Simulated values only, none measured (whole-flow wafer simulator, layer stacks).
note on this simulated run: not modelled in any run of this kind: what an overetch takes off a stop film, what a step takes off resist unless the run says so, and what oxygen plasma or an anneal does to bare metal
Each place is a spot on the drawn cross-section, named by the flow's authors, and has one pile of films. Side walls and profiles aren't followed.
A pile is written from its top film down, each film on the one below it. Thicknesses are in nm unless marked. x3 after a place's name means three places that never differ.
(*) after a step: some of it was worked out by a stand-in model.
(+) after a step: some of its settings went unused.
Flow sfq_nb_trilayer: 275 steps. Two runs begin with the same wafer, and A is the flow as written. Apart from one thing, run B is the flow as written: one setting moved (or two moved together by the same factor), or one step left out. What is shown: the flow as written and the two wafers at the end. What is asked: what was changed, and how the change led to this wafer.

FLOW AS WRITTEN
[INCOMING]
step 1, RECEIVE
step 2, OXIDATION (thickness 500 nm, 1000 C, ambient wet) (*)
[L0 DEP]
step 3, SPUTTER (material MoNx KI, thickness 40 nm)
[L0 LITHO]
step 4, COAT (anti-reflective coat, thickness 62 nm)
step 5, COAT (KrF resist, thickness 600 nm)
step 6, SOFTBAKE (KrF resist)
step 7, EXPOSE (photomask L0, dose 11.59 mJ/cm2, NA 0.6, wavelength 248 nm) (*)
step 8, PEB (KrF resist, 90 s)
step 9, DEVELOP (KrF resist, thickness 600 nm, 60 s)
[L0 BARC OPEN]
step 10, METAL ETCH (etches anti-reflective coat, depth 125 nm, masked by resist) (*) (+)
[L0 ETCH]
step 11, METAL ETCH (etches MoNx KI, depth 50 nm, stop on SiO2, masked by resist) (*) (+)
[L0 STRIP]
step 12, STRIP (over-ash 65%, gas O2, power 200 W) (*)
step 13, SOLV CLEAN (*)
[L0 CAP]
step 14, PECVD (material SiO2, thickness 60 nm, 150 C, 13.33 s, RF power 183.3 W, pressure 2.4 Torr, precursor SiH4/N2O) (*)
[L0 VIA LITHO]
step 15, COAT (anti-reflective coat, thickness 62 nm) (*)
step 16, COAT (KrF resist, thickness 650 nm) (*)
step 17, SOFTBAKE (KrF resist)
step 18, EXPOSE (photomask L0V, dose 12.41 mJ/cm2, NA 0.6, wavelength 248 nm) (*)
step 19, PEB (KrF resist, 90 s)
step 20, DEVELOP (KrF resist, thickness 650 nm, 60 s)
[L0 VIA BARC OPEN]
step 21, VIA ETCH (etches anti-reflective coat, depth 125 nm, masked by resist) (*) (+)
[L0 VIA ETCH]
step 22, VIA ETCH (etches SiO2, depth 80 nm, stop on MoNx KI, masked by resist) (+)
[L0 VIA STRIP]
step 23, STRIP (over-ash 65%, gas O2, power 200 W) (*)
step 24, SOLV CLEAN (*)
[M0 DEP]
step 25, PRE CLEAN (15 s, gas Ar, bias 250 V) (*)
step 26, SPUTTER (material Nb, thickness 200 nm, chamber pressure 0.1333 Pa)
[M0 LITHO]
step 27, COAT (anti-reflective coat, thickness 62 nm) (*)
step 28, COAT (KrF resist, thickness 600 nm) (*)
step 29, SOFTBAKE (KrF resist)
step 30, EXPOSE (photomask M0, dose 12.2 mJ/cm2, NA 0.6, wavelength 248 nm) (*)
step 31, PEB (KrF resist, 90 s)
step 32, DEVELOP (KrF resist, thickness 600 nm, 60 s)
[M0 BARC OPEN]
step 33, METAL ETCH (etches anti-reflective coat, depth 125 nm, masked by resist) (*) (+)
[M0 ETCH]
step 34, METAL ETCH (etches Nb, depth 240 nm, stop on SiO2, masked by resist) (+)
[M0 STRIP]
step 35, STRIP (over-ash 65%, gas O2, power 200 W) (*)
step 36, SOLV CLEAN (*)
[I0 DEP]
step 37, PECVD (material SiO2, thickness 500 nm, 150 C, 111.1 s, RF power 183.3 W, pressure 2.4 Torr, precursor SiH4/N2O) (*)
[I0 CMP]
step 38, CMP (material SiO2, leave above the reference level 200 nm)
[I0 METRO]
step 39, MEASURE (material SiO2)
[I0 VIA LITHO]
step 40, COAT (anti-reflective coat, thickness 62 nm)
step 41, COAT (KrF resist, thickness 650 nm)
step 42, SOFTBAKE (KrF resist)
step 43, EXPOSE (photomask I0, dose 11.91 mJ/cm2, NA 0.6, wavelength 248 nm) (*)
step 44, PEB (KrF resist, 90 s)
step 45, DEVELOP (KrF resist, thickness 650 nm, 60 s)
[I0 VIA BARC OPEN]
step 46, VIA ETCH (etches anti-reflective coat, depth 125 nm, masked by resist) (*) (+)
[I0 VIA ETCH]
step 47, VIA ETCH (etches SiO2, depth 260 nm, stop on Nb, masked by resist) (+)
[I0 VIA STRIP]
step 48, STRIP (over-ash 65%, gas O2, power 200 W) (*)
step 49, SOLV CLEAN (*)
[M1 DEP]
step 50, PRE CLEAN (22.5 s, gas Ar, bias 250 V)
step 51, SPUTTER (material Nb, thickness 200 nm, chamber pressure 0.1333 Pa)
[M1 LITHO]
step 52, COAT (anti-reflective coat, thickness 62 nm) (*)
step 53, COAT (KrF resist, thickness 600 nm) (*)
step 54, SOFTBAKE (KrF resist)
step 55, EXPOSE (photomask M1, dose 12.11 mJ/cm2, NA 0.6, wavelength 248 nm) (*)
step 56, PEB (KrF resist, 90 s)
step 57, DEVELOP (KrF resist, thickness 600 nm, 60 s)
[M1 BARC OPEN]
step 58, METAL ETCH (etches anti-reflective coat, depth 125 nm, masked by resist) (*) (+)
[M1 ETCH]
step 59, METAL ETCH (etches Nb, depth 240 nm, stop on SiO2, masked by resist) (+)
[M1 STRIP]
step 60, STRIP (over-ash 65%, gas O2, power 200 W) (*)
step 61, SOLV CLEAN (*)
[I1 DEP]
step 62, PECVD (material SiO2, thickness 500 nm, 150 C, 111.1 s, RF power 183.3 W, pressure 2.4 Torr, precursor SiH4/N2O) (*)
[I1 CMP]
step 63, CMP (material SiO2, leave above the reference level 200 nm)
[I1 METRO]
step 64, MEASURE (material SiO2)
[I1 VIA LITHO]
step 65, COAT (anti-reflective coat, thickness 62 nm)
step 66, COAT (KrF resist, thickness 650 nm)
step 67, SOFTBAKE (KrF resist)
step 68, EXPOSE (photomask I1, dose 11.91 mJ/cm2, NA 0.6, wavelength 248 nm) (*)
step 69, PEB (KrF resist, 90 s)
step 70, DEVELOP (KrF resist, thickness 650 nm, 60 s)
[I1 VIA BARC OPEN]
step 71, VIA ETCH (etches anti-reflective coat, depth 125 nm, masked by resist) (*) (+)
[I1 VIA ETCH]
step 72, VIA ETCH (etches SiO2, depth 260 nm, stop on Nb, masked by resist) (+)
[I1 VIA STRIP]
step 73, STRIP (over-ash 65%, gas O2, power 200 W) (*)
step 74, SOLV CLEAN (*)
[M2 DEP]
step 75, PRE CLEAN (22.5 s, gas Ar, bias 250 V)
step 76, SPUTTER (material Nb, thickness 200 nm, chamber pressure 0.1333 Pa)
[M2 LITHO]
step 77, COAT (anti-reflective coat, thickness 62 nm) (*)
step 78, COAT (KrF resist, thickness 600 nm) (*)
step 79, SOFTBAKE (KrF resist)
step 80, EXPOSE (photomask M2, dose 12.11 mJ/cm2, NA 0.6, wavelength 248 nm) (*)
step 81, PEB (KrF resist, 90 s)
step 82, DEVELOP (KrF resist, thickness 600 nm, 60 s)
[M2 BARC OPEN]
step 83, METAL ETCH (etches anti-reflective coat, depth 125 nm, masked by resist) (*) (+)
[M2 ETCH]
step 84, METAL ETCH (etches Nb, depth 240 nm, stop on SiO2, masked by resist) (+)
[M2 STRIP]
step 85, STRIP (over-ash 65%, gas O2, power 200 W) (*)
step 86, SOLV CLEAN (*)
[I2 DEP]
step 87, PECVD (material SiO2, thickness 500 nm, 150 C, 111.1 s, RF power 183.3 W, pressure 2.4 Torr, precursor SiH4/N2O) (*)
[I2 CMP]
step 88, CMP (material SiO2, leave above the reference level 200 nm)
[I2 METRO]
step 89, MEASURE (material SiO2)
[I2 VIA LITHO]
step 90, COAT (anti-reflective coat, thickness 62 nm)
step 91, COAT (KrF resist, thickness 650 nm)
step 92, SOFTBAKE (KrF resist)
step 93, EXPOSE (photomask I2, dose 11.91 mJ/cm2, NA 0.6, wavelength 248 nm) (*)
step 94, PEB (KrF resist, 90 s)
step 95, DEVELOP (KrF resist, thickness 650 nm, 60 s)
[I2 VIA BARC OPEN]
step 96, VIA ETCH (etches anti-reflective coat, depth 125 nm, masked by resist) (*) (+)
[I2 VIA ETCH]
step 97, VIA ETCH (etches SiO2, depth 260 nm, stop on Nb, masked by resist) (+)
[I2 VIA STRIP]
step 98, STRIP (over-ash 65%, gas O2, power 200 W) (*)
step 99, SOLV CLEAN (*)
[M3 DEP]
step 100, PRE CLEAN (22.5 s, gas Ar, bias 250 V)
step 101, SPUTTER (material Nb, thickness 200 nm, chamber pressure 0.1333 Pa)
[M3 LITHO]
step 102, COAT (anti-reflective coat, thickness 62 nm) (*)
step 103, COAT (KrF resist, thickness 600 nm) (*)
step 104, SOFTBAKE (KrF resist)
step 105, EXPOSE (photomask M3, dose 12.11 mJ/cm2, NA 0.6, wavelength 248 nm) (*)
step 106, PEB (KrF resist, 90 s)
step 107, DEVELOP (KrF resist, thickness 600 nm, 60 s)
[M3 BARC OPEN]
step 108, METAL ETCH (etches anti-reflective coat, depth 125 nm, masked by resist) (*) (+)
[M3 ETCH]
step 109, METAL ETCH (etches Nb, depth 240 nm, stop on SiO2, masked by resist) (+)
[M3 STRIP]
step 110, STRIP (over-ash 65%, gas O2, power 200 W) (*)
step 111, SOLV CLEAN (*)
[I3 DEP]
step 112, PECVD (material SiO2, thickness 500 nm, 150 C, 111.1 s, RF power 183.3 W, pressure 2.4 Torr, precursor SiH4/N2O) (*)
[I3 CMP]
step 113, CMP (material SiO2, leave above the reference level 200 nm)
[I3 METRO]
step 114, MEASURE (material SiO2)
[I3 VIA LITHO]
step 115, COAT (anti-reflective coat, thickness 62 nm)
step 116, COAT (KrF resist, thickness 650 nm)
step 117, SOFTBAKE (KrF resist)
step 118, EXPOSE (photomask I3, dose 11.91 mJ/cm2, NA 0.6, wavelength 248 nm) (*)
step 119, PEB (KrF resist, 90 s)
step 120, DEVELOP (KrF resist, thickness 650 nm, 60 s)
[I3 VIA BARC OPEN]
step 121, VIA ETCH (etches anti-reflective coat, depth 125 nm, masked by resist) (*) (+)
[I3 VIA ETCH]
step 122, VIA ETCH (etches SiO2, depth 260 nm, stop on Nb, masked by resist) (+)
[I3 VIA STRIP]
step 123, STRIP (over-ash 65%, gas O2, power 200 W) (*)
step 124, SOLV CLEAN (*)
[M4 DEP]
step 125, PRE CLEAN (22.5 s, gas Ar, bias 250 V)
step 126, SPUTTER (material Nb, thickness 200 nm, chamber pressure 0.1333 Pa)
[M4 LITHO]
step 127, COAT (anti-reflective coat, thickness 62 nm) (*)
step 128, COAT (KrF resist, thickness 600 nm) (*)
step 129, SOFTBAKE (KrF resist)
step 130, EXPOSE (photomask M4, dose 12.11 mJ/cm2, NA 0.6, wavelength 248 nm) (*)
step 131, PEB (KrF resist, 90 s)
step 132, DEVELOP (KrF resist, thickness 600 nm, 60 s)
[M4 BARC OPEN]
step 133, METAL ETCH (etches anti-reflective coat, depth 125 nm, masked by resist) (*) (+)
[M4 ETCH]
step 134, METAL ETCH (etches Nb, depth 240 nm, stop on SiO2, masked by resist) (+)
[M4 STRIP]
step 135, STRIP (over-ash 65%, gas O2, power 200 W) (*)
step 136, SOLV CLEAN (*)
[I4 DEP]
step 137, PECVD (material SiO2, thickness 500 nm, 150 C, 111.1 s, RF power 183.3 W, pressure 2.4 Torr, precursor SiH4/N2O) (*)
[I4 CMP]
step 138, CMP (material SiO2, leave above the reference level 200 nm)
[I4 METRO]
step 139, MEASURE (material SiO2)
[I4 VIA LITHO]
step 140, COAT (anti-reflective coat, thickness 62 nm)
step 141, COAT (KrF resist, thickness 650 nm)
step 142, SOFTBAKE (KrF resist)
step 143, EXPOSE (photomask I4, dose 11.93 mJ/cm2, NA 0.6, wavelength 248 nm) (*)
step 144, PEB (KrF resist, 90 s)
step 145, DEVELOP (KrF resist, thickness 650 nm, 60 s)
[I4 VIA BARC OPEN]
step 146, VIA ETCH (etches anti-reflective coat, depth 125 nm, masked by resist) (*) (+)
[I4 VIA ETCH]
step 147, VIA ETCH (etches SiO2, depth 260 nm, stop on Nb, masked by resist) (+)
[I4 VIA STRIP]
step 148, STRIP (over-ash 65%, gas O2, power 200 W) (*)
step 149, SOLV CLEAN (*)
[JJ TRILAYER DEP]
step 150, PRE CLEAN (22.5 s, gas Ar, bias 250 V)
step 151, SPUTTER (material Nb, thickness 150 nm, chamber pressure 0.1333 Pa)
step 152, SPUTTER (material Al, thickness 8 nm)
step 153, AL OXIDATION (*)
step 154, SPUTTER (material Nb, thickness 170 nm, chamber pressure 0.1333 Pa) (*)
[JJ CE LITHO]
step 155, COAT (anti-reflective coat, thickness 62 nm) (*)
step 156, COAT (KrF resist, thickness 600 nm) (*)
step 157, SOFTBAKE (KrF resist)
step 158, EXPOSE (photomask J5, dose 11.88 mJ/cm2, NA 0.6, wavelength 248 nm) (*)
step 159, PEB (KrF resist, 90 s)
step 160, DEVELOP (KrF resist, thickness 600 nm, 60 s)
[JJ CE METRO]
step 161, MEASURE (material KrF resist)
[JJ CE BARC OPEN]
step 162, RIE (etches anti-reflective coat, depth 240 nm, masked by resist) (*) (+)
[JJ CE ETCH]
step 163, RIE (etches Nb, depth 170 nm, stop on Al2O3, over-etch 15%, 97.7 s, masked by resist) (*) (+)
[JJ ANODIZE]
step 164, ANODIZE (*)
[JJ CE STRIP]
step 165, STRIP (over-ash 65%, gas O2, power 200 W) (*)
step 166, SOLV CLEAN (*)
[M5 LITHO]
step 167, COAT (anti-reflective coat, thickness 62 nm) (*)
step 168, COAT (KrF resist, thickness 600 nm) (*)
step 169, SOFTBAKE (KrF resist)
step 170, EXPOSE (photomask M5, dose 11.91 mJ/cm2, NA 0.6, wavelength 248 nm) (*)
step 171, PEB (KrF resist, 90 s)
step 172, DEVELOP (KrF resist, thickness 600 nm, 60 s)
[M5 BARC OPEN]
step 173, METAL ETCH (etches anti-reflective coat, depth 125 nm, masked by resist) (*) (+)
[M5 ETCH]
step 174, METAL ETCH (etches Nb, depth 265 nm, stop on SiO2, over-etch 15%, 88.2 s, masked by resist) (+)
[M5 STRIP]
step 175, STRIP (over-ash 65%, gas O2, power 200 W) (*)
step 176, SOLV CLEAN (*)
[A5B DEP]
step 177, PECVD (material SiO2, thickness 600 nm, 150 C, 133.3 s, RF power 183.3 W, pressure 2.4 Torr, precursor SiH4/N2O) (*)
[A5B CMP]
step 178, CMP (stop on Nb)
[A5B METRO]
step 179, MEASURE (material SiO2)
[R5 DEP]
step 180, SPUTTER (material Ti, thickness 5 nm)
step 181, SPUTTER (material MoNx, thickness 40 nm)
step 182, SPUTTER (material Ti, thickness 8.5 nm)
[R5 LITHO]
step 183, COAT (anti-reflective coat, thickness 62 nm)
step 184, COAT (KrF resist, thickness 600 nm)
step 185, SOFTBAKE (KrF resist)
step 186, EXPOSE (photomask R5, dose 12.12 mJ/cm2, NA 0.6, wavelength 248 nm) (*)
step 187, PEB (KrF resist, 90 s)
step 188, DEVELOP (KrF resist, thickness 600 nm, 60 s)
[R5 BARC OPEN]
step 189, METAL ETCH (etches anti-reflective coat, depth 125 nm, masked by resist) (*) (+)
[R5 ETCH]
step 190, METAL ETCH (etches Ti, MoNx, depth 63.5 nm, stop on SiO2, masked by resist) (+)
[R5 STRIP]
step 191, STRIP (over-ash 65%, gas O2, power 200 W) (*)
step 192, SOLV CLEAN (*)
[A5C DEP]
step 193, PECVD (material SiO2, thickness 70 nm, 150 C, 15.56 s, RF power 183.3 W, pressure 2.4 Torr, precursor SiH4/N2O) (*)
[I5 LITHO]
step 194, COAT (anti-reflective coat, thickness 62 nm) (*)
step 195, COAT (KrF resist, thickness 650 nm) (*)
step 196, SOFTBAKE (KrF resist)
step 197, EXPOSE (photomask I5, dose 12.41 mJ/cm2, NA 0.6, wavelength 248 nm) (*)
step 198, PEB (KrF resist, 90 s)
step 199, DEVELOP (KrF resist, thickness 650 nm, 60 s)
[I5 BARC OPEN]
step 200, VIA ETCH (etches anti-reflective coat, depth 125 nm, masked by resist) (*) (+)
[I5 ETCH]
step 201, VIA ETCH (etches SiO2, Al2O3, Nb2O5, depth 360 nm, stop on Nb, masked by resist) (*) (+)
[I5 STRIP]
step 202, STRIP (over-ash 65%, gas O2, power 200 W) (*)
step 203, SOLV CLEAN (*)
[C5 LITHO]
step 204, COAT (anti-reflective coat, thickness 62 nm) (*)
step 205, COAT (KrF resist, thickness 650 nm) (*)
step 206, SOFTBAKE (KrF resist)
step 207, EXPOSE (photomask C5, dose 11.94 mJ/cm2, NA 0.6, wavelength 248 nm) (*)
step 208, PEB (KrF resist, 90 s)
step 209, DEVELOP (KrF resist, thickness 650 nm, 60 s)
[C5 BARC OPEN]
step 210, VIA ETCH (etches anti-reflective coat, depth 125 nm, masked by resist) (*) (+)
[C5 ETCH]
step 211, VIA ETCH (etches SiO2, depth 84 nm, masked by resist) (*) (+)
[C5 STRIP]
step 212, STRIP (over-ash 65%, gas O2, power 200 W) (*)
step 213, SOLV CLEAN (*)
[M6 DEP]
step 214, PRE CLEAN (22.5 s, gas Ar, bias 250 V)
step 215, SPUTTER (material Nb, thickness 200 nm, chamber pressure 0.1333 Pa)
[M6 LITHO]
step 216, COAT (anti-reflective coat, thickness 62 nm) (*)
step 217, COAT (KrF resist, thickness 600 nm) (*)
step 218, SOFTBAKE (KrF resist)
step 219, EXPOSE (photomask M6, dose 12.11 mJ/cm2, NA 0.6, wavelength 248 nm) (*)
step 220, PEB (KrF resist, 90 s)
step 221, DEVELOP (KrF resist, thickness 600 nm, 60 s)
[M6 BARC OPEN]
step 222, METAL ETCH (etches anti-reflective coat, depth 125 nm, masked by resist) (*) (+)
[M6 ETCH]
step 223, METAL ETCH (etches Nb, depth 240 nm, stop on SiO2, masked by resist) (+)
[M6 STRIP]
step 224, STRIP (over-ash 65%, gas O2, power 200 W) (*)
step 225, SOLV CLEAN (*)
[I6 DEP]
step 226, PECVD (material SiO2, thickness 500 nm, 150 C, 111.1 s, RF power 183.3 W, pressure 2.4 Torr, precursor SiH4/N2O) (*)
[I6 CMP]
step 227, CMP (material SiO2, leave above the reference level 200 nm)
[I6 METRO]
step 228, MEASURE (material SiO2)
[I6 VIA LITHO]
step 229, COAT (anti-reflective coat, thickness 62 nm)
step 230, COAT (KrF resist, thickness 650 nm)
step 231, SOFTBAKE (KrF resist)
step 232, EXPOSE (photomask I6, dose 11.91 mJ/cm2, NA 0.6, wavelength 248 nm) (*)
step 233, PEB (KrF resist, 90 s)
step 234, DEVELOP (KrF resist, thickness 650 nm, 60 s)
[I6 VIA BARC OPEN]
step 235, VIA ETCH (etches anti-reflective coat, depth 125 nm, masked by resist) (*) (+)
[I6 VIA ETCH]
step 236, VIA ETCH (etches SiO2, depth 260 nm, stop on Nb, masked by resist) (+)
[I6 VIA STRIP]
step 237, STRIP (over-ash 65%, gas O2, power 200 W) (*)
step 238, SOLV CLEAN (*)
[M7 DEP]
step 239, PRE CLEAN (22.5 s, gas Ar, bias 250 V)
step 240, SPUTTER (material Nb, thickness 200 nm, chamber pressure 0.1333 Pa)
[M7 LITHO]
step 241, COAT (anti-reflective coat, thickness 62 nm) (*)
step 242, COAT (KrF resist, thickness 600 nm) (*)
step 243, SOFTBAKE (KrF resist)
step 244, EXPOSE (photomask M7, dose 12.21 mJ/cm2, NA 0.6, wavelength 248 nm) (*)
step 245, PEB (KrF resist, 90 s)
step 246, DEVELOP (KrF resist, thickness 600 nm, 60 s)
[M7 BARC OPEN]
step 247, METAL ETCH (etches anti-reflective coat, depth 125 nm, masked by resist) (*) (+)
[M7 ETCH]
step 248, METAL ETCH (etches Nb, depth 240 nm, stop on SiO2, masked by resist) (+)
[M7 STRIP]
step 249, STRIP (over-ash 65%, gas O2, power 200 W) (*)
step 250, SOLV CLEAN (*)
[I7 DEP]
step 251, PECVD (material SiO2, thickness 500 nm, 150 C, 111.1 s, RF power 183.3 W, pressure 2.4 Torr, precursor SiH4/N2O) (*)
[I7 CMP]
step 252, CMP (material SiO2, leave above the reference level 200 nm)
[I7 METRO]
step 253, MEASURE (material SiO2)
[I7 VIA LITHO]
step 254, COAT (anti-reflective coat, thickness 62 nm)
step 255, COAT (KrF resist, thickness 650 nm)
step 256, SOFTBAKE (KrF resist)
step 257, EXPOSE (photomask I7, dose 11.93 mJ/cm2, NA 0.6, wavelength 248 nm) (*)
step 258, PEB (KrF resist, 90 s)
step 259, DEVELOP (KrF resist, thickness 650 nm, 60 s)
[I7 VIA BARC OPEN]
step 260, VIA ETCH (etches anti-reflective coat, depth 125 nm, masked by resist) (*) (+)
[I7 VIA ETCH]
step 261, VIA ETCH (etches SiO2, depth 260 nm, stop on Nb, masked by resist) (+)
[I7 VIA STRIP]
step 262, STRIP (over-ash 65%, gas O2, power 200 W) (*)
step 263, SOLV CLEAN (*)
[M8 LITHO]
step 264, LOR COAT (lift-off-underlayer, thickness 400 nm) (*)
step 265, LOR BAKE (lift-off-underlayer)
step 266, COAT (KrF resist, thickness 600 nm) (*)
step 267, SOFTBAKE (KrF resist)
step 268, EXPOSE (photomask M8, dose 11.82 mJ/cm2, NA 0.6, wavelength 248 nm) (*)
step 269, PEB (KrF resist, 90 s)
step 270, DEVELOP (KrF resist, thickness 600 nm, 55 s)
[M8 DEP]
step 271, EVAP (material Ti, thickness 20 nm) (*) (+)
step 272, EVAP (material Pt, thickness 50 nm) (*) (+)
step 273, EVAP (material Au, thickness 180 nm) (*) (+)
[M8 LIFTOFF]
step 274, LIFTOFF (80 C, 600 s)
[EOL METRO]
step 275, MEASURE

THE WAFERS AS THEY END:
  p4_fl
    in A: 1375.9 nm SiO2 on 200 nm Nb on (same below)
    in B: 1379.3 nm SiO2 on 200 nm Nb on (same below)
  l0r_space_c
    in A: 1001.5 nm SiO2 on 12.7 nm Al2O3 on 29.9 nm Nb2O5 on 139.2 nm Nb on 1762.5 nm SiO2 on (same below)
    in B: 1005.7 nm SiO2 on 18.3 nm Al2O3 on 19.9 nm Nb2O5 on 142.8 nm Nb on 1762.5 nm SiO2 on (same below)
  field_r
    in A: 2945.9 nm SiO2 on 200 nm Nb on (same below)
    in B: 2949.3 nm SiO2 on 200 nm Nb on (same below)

What caused this: step 152, SPUTTER: thickness 11.4 nm was run, though the flow has thickness 8 nm.

Step by step, how the change led to this:
  step 152, SPUTTER (material Al, thickness 8 nm)
      field_l, v_sur, via_sp and 100 more: A Al gains 8 (new film) | B Al gains 11.4 (new film)
      via_wl, via_wr: A Al gains 5.14 (new film) | B Al gains 7.32 (new film)
      (as well as at 1 more place)
  step 164, ANODIZE (*)
      field_l, v_sur, via_sp and 96 more: A Al2O3 gains 12.2, Nb2O5 gains 29.9 (new film), Al loses 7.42 (all of it), Nb loses 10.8 | B Al2O3 gains 17.9, Nb2O5 gains 19.9 (new film), Al loses 10.8 (all of it), Nb loses 7.17
      via_wl, via_wr: A Al2O3 gains 7.52 (new film), Nb2O5 gains 39.2 (new film), Al loses 4.56 (all of it), Nb loses 14.1 | B Al2O3 gains 11.1 (new film), Nb2O5 gains 32.7 (new film), Al loses 6.74 (all of it), Nb loses 11.8
      (as well as at 1 more place)
  step 167, COAT (anti-reflective coat, thickness 62 nm) (*)
      ce_l: A anti-reflective coat gains 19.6 (new film) | B anti-reflective coat gains 18.5 (new film)
  step 174, METAL ETCH (etches Nb, depth 265 nm, stop on SiO2, over-etch 15%, 88.2 s, masked by resist) (+)
      field_l, r_sur, res and 50 more: A Al2O3 loses 12.6 (all of it), Nb2O5 loses 29.9 (all of it), Nb loses 139.2 (all of it), SiO2 loses 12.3 | B Al2O3 loses 18.2 (all of it), Nb2O5 loses 19.9 (all of it), Nb loses 142.8 (all of it), SiO2 loses 12.4
  step 175, STRIP (over-ash 65%, gas O2, power 200 W) (*)
      ce_l: A KrF resist loses 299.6 (all of it), anti-reflective coat loses 19.6 (all of it) | B KrF resist loses 297.7 (all of it), anti-reflective coat loses 18.5 (all of it)
  step 201, VIA ETCH (etches SiO2, Al2O3, Nb2O5, depth 360 nm, stop on Nb, masked by resist) (*) (+)
      be: A SiO2 loses 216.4 (all of it), Al2O3 loses 12.7 (all of it), Nb2O5 loses 29.9 (all of it) | B SiO2 loses 220.6 (all of it), Al2O3 loses 18.3 (all of it), Nb2O5 loses 19.9 (all of it)
